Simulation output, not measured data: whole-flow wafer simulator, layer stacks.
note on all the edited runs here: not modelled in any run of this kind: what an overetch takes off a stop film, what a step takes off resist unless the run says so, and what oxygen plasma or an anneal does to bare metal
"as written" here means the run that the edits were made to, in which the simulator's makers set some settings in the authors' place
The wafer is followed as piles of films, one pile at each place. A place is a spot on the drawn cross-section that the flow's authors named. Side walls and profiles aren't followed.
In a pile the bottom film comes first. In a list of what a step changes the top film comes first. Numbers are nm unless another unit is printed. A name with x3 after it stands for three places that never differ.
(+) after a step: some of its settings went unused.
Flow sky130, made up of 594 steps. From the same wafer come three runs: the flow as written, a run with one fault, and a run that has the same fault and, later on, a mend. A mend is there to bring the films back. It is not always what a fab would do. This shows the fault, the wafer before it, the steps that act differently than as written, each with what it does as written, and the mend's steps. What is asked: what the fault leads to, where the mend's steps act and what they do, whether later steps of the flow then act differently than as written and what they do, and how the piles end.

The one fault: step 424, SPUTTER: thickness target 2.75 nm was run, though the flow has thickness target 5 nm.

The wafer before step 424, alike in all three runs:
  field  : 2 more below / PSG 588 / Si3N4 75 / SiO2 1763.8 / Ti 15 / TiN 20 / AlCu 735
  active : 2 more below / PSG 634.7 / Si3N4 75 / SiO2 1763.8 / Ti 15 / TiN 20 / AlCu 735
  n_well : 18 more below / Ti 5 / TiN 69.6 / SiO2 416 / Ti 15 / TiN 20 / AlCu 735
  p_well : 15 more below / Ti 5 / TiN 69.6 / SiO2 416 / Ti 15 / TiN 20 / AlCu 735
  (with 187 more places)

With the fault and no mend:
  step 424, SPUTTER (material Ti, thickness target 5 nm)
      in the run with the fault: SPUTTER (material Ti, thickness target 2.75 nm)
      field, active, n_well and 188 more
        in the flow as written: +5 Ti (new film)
        in the run with the fault: +2.75 Ti (new film)
  Steps later in the flow that act otherwise than as written (17 more steps, not shown, differ only slightly: by at most 2% or 0.5 nm, whichever is larger):
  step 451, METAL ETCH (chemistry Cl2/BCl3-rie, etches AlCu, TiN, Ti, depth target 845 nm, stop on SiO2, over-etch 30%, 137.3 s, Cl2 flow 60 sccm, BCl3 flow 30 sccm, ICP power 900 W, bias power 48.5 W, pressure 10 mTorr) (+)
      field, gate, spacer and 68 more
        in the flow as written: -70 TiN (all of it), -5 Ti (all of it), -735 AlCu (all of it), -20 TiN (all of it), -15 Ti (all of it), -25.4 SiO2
        in the run with the fault: -70 TiN (all of it), -2.75 Ti (all of it), -735 AlCu (all of it), -20 TiN (all of it), -15 Ti (all of it), -25.6 SiO2
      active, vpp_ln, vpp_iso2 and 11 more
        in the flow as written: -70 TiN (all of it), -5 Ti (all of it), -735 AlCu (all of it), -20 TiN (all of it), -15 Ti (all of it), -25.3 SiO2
        in the run with the fault: -70 TiN (all of it), -2.75 Ti (all of it), -735 AlCu (all of it), -20 TiN (all of it), -15 Ti (all of it), -25.6 SiO2
  By the end, the piles at n_well, p_well, gate_hv and 104 more depart from the flow's by more than 2% or 0.5 nm, whichever is larger.
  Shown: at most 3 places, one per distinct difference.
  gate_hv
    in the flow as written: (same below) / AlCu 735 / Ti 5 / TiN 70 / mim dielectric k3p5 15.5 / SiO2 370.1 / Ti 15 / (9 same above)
    in the run with the fault: (same below) / AlCu 735 / Ti 2.75 / TiN 70 / mim dielectric k3p5 15.5 / SiO2 372.4 / Ti 15 / (9 same above)
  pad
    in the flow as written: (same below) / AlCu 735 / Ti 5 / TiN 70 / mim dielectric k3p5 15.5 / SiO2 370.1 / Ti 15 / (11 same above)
    in the run with the fault: (same below) / AlCu 735 / Ti 2.75 / TiN 70 / mim dielectric k3p5 15.5 / SiO2 372.4 / Ti 15 / (11 same above)
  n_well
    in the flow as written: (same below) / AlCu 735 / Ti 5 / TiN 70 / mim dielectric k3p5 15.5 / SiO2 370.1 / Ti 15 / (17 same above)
    in the run with the fault: (same below) / AlCu 735 / Ti 2.75 / TiN 70 / mim dielectric k3p5 15.5 / SiO2 372.4 / Ti 15 / (17 same above)

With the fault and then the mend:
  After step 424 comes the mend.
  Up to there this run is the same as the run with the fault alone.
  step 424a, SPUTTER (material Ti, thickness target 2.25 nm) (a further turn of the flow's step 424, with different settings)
      field, active, n_well and 188 more
        +2.25 Ti
  Later steps of the flow that are run all act as written at every place that is followed.
  The piles end the same as the flow's at every place that both follow.
